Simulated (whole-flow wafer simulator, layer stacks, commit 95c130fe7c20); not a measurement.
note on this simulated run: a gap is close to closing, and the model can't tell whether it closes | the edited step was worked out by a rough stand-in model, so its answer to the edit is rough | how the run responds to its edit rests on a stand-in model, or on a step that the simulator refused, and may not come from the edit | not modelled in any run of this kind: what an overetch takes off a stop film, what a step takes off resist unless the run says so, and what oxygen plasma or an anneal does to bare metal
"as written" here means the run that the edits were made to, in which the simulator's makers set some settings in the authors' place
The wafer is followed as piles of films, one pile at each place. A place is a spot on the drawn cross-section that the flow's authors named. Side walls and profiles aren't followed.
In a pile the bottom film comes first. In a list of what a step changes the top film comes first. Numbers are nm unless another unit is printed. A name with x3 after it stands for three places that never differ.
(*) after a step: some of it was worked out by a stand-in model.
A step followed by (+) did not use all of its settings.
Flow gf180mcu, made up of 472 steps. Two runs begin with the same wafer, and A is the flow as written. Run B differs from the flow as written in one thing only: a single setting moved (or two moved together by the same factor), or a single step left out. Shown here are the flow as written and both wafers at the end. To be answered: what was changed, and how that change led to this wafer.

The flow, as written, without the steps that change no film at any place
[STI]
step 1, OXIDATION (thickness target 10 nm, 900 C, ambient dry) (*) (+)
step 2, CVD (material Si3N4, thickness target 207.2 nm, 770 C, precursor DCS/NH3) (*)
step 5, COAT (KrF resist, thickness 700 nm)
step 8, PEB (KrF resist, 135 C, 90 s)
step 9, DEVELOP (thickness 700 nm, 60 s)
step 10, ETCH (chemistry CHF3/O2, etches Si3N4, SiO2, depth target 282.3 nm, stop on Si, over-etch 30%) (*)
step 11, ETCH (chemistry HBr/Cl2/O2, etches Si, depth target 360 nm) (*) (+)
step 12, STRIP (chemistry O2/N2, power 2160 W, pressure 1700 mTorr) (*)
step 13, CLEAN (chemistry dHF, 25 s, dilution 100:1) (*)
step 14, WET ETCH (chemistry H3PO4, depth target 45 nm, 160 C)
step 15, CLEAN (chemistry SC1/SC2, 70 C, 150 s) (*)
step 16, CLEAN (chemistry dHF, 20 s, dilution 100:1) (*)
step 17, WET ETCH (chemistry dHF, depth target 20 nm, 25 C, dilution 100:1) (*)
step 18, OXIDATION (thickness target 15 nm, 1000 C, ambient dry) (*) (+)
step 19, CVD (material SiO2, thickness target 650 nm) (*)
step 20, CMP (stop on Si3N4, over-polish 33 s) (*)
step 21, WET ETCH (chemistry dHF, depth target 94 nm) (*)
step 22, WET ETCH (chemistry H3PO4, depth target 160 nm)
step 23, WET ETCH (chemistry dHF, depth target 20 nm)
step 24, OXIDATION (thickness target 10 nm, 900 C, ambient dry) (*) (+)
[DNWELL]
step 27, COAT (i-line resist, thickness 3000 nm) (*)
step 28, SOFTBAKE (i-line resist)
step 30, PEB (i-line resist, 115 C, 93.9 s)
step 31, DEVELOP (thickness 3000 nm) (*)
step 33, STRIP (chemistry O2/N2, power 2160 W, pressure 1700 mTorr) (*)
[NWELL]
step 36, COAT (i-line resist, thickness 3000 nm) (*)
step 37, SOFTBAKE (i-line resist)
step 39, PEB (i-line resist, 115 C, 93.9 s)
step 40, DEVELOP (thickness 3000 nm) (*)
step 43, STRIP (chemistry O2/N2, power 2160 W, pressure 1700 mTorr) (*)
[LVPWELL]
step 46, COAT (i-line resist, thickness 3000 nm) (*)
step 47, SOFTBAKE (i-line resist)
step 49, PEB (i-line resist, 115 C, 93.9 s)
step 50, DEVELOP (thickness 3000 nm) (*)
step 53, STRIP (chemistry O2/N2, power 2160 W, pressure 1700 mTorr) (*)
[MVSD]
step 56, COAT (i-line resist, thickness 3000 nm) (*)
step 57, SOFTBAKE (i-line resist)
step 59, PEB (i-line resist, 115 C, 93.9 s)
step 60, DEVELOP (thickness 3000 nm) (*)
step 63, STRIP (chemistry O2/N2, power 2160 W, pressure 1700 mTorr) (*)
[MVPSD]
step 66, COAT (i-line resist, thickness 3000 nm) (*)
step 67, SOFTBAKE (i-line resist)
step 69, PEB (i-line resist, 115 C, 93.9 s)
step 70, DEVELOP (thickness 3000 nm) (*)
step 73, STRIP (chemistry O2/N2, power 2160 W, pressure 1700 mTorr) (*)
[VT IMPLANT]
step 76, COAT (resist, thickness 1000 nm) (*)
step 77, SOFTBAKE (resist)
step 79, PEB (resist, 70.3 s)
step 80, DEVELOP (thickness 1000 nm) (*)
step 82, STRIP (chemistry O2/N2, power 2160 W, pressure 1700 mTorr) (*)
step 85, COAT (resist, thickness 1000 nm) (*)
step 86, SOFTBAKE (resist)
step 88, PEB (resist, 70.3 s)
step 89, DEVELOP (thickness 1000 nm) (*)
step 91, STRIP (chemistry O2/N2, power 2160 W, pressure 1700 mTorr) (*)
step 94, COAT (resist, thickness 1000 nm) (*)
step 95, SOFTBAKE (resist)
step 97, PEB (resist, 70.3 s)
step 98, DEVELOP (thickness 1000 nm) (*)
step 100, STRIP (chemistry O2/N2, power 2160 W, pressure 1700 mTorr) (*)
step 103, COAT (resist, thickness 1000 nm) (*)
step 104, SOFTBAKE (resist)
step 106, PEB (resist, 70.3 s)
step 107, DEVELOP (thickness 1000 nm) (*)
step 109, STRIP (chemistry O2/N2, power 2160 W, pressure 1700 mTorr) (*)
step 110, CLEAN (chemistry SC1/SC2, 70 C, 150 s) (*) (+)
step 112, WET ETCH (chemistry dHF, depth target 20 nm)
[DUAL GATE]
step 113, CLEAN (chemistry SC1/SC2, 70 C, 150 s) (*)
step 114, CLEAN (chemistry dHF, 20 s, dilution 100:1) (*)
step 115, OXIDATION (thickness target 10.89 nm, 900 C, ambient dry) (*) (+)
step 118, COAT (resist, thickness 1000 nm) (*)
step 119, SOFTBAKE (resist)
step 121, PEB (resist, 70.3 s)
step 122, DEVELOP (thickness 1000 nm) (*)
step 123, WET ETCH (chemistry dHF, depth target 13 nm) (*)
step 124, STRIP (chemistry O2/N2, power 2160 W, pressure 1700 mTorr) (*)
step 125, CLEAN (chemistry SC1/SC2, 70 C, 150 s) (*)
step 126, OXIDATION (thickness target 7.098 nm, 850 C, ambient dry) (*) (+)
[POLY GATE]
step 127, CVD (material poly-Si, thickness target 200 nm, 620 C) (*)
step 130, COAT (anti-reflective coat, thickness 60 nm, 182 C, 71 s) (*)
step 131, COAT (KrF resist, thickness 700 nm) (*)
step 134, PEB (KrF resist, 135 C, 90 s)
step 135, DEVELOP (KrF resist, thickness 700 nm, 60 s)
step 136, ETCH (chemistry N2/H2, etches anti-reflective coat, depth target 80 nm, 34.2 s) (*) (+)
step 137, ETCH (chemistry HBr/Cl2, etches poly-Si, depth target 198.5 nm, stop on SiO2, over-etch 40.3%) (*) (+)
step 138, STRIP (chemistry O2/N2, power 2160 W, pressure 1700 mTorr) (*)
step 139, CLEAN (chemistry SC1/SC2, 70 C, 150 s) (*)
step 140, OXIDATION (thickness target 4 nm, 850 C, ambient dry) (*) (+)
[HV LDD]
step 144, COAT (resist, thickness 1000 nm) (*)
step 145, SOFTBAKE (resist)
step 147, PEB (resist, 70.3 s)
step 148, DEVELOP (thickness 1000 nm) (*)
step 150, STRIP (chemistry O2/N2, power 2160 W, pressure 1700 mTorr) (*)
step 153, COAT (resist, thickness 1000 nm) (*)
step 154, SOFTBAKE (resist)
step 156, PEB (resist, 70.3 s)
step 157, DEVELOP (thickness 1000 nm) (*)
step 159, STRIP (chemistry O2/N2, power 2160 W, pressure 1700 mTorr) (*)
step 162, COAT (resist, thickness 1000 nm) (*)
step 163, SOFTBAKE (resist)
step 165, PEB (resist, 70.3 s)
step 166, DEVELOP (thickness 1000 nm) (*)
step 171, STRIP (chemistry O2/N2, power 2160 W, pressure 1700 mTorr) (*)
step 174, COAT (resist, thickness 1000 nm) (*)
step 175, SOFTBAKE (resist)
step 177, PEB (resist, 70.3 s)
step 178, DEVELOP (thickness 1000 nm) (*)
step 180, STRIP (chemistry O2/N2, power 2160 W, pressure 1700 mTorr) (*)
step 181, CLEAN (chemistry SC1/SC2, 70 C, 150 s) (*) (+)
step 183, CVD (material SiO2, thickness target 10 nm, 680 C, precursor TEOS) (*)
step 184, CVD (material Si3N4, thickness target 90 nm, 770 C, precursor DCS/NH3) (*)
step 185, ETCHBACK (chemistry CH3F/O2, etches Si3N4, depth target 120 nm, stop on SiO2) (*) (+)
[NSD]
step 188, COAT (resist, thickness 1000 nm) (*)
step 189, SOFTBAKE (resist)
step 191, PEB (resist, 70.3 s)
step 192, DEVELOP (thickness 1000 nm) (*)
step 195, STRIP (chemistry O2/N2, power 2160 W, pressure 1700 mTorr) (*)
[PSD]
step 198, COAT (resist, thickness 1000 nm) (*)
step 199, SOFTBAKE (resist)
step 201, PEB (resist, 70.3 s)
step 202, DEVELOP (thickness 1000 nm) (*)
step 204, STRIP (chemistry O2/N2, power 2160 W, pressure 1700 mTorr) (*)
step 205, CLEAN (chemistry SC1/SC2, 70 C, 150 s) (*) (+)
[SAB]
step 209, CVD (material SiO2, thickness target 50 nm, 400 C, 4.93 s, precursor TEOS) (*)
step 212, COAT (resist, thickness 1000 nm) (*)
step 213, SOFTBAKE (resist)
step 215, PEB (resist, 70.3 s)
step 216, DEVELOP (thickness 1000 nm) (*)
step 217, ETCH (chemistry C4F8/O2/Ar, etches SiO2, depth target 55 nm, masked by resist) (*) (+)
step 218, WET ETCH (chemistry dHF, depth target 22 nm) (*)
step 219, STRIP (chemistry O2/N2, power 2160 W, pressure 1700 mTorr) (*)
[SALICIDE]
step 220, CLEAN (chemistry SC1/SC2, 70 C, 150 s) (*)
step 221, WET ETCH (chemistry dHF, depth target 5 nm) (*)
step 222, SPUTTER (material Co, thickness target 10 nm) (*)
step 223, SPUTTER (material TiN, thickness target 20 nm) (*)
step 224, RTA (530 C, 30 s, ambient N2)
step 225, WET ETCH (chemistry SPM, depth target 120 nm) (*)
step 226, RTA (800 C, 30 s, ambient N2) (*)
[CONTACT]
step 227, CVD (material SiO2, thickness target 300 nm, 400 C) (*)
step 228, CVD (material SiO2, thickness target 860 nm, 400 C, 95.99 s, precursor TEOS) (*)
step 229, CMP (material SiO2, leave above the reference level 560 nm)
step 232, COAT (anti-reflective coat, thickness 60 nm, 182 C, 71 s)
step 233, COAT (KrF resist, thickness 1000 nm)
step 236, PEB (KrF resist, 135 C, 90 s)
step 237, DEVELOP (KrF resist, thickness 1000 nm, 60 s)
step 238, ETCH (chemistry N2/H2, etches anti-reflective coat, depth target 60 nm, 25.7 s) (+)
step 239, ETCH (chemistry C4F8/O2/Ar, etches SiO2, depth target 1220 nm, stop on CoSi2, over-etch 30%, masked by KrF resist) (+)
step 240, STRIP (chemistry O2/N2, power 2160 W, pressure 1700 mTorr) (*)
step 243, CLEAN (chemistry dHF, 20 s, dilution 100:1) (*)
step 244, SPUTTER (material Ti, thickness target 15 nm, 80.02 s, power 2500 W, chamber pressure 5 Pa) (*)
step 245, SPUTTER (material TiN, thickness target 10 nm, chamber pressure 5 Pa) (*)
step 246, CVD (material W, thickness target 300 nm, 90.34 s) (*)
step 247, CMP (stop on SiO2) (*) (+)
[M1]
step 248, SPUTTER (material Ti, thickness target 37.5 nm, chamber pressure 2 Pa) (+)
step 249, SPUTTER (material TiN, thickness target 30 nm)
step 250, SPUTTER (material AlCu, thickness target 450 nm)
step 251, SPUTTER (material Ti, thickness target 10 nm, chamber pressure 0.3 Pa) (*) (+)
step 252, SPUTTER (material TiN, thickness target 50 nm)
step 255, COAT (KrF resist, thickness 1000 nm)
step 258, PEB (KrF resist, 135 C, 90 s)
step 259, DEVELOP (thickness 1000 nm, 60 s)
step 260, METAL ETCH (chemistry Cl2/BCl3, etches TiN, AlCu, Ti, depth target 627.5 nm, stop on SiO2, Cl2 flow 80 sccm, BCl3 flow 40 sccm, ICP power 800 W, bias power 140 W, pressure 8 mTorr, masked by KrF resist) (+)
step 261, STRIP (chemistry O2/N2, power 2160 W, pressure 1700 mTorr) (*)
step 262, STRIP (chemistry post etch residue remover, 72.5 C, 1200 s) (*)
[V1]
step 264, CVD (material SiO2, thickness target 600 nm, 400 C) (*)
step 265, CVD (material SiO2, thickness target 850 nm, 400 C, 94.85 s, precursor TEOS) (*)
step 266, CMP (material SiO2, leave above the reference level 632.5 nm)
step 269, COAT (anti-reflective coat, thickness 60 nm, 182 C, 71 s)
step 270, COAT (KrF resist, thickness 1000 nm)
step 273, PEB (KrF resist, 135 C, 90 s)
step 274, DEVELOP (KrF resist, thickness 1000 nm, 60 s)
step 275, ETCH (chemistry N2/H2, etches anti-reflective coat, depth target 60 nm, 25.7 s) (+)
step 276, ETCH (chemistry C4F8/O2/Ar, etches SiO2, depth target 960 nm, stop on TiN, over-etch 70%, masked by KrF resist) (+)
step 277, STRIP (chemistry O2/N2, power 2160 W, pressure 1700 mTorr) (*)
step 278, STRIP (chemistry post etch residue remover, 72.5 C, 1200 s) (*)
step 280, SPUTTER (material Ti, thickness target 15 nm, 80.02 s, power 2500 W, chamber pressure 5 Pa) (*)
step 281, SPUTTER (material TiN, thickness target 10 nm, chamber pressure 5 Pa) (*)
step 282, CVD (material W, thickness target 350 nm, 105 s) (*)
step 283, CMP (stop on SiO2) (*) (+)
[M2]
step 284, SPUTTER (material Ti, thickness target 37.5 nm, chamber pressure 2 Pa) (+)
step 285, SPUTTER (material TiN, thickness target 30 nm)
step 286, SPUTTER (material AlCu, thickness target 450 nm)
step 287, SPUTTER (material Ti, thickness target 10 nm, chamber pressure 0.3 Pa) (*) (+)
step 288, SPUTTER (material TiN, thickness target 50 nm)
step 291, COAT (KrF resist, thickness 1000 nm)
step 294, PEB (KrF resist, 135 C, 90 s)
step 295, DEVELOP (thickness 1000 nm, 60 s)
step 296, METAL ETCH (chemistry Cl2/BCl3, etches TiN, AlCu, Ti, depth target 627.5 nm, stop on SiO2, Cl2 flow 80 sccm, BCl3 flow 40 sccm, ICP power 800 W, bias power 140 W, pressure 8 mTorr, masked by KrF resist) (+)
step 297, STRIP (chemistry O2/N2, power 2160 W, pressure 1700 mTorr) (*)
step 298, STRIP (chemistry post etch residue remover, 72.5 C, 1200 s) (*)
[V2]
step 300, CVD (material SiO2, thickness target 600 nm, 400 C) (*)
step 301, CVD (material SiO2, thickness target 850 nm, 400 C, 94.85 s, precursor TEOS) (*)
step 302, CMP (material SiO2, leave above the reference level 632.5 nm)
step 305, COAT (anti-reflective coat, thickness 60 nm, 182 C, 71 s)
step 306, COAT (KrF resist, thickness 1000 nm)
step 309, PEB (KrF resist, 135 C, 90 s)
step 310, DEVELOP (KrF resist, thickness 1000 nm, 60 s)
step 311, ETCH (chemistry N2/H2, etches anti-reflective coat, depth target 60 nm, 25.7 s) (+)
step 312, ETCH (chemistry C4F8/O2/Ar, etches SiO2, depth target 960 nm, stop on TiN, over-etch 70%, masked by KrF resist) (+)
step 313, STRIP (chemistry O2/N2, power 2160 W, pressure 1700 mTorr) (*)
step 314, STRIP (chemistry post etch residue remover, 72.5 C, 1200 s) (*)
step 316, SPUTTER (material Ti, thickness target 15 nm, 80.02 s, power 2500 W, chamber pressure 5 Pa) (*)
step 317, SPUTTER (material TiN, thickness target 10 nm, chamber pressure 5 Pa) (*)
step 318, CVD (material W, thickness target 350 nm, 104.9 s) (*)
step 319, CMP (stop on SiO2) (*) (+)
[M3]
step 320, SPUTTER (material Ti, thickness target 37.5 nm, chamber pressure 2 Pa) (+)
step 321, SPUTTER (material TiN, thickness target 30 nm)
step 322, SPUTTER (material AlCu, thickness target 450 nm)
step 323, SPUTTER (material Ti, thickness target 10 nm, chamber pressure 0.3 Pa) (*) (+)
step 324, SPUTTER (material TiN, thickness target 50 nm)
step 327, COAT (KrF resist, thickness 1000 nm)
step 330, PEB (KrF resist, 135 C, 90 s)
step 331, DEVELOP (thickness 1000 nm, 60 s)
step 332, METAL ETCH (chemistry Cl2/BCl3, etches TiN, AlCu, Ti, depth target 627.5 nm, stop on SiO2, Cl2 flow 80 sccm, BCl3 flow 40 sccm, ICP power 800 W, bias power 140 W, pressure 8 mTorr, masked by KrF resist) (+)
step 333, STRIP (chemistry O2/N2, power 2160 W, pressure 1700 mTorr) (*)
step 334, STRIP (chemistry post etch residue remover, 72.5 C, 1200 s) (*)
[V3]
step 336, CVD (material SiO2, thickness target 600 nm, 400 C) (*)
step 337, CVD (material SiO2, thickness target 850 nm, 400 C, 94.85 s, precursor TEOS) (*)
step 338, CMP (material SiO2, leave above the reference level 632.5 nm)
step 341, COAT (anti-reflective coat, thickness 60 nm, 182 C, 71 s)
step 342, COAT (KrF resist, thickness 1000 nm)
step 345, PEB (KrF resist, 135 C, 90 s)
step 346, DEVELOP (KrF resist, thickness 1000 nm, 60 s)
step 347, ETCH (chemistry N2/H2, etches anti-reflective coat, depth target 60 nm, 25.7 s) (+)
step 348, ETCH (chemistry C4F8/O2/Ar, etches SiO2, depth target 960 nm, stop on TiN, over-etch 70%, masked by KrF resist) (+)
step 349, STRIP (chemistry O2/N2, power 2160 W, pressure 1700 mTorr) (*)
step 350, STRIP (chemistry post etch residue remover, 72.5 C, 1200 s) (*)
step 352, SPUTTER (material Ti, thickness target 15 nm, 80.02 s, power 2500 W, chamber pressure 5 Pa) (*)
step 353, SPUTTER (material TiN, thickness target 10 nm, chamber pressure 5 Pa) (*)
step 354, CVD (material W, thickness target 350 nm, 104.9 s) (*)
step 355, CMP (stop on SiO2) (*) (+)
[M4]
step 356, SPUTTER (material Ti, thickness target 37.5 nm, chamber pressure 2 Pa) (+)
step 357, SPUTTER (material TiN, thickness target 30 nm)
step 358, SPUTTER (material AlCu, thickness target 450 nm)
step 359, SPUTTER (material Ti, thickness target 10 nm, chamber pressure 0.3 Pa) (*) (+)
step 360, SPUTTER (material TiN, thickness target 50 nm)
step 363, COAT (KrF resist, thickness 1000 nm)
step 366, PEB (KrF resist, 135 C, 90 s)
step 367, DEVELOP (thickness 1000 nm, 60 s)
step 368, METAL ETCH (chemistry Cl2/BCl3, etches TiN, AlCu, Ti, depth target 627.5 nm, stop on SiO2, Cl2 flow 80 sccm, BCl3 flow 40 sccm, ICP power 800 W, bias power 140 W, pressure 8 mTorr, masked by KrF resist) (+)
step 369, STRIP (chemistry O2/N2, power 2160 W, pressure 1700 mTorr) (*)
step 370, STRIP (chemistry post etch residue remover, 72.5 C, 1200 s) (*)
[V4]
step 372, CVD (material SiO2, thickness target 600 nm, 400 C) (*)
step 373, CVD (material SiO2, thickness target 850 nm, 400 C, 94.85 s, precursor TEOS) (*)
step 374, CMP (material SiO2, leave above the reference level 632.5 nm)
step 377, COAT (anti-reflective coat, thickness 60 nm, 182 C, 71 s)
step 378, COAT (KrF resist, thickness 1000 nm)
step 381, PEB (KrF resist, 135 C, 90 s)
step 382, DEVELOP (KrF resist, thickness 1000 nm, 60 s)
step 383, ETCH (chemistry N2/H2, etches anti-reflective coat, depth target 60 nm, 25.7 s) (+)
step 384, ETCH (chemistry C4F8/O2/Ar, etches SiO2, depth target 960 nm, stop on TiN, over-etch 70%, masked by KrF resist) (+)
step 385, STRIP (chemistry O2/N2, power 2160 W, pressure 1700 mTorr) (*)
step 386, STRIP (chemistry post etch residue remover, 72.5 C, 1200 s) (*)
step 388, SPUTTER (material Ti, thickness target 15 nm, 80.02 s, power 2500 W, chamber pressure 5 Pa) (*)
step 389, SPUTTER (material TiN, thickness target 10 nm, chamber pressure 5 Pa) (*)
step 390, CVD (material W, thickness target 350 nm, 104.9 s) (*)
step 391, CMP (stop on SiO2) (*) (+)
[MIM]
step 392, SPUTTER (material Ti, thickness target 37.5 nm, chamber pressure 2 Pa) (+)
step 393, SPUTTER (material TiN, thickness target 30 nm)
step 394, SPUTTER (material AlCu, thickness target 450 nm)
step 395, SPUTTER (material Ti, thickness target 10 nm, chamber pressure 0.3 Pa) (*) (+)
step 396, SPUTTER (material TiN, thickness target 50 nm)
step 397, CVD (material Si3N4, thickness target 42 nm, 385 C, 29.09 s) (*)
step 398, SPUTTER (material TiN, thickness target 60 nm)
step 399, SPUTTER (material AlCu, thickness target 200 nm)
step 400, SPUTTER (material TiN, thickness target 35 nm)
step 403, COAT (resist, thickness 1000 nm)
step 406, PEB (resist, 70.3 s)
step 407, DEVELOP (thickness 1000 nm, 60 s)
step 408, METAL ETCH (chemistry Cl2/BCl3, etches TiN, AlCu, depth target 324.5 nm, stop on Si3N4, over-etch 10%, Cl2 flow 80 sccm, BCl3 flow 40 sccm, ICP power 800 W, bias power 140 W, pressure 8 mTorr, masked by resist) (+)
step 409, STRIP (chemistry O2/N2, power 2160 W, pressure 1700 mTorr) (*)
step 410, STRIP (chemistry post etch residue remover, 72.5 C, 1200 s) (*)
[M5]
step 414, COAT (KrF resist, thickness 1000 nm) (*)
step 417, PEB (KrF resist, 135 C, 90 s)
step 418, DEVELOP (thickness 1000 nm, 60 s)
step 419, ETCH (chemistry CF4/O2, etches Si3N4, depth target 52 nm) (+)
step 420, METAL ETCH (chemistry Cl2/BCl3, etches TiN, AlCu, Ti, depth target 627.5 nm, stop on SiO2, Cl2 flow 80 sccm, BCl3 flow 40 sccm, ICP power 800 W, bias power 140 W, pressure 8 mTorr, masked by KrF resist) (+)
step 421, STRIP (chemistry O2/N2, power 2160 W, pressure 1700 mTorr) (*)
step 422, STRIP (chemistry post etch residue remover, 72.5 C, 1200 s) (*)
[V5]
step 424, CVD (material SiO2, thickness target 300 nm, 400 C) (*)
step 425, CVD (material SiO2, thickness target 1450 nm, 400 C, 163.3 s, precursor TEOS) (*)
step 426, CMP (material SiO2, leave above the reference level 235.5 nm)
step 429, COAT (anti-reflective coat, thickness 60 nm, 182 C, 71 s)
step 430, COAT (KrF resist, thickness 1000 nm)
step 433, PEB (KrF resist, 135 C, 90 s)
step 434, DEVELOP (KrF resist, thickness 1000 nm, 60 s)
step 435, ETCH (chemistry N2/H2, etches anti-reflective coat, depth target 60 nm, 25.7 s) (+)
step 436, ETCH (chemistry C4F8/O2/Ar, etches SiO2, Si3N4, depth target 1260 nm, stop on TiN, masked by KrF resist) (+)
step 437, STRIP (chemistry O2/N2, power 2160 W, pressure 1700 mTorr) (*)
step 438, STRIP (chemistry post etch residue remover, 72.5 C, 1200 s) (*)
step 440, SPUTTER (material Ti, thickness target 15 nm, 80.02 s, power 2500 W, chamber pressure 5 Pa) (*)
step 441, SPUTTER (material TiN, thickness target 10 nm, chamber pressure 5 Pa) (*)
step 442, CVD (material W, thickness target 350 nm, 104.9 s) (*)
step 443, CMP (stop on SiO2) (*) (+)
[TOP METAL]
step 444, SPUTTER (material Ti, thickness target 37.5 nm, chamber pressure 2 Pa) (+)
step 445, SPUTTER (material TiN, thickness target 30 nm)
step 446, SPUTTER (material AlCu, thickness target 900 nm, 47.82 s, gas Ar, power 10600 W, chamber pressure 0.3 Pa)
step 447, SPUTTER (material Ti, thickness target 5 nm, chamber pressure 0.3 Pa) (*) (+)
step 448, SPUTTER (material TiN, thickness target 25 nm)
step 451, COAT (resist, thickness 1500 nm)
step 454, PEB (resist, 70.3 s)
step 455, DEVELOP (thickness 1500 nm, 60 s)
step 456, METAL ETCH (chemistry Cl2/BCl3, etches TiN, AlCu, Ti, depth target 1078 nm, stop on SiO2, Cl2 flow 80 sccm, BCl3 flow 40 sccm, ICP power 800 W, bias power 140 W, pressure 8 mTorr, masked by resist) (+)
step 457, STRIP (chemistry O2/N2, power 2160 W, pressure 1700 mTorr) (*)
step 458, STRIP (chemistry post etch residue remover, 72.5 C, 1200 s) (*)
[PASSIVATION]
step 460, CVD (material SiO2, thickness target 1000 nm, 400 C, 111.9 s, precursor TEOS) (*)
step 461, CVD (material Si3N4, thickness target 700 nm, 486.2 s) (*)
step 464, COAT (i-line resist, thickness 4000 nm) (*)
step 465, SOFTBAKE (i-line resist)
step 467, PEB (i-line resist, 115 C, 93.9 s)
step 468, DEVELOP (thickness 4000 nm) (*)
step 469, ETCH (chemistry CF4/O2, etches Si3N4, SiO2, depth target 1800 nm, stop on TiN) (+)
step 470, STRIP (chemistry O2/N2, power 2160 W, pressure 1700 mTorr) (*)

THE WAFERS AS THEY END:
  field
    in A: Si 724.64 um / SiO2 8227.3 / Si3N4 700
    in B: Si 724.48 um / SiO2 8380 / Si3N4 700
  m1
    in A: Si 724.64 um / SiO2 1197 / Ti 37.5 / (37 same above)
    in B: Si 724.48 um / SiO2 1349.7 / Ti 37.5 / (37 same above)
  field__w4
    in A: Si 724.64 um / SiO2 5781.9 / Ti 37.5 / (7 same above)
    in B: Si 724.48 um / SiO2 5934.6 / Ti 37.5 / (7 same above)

What caused this: step 11, ETCH: depth target 513 nm was run, while the flow as written has depth target 360 nm.

The path from the change to this, step by step:
  step 11, ETCH (chemistry HBr/Cl2/O2, etches Si, depth target 360 nm) (*) (+)
      active, n_well, p_well and 40 more: A KrF resist loses 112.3 | B KrF resist loses 163.3
      field, field_sub, sti and 34 more: A Si loses 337 | B Si loses 490
  step 12, STRIP (chemistry O2/N2, power 2160 W, pressure 1700 mTorr) (*)
      active, n_well, p_well and 40 more: A KrF resist loses 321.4 (all of it) | B KrF resist loses 270.4 (all of it)
  step 19, CVD (material SiO2, thickness target 650 nm) (*)
      m1, ld_fp_n, ld_drift_n and 8 more: A SiO2 gains 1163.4 | B SiO2 gains 1316.4
  step 20, CMP (stop on Si3N4, over-polish 33 s) (*)
      sti, mim_1p0, pad and 11 more: A SiO2 loses 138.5 | B nothing
      nw_enc_fld, nw_enc_fld_lv: A SiO2 loses 142.5 | B nothing
      (as well as at 10 more places)
  step 28, SOFTBAKE (i-line resist)
      ldn_fp, ldn_drn: A i-line resist gains 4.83 | B i-line resist gains 2.37
      field: A i-line resist gains 2.45 | B i-line resist gains 1.86
      (as well as at 37 more places)
  step 37, SOFTBAKE (i-line resist)
      ldn_fp, ldn_drn: A i-line resist gains 4.83 | B i-line resist gains 2.37
      field: A i-line resist gains 2.45 | B i-line resist gains 1.86
      (as well as at 37 more places)
  step 47, SOFTBAKE (i-line resist)
      ldn_fp, ldn_drn: A i-line resist gains 4.83 | B i-line resist gains 2.37
      field: A i-line resist gains 2.45 | B i-line resist gains 1.86
      (as well as at 37 more places)
  step 57, SOFTBAKE (i-line resist)
      ldn_fp, ldn_drn: A i-line resist gains 4.83 | B i-line resist gains 2.37
      field: A i-line resist gains 2.45 | B i-line resist gains 1.86
      (as well as at 37 more places)
  step 67, SOFTBAKE (i-line resist)
      ldn_fp, ldn_drn: A i-line resist gains 4.83 | B i-line resist gains 2.37
      field: A i-line resist gains 2.45 | B i-line resist gains 1.86
      (as well as at 37 more places)
  step 77, SOFTBAKE (resist)
      iso_ptap_sub: A resist gains 1.9 | B resist gains 1.21
      ldn_out: A resist loses 1.39 | B resist loses 0.8
      (as well as at 1 more place)
  step 86, SOFTBAKE (resist)
      iso_ptap_sub: A resist gains 1.9 | B resist gains 1.21
      ldn_out: A resist loses 1.39 | B resist loses 0.8
      (as well as at 1 more place)
  step 95, SOFTBAKE (resist)
      iso_ptap_sub: A resist gains 1.9 | B resist gains 1.21
      ldn_out: A resist loses 1.39 | B resist loses 0.8
      (as well as at 1 more place)
  step 104, SOFTBAKE (resist)
      iso_ptap_sub: A resist gains 1.9 | B resist gains 1.21
      ldn_out: A resist loses 1.39 | B resist loses 0.8
      (as well as at 1 more place)
  step 119, SOFTBAKE (resist)
      iso_ptap_sub: A resist gains 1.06 | B resist gains 0.36
      ldn_out: A resist loses 0.78 | B resist loses 0.18
      (as well as at 1 more place)
  step 130, COAT (anti-reflective coat, thickness 60 nm, 182 C, 71 s) (*)
      sti, mim_1p0, pad, dice_street: A anti-reflective coat gains 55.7 (new film) | B anti-reflective coat gains 60.8 (new film)
      p_well, spacer, sd_n: A anti-reflective coat gains 70.9 (new film) | B anti-reflective coat gains 61 (new film)
      (as well as at 67 more places)
  step 136, ETCH (chemistry N2/H2, etches anti-reflective coat, depth target 80 nm, 34.2 s) (*) (+)
      sti, mim_1p0, pad, dice_street: A anti-reflective coat loses 55.7 (all of it), poly-Si loses 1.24 | B anti-reflective coat loses 60.8 (all of it), poly-Si loses 1.11
      p_well, spacer, sd_n: A anti-reflective coat loses 70.9 (all of it), poly-Si loses 0.85 | B anti-reflective coat loses 61 (all of it), poly-Si loses 1.1
      (as well as at 46 more places)
  ... another 14 steps ...
  step 239, ETCH (chemistry C4F8/O2/Ar, etches SiO2, depth target 1220 nm, stop on CoSi2, over-etch 30%, masked by KrF resist) (+)
      polyc_n, polyc_p: A SiO2 loses 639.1 (all of it) | B SiO2 loses 653.9 (all of it)
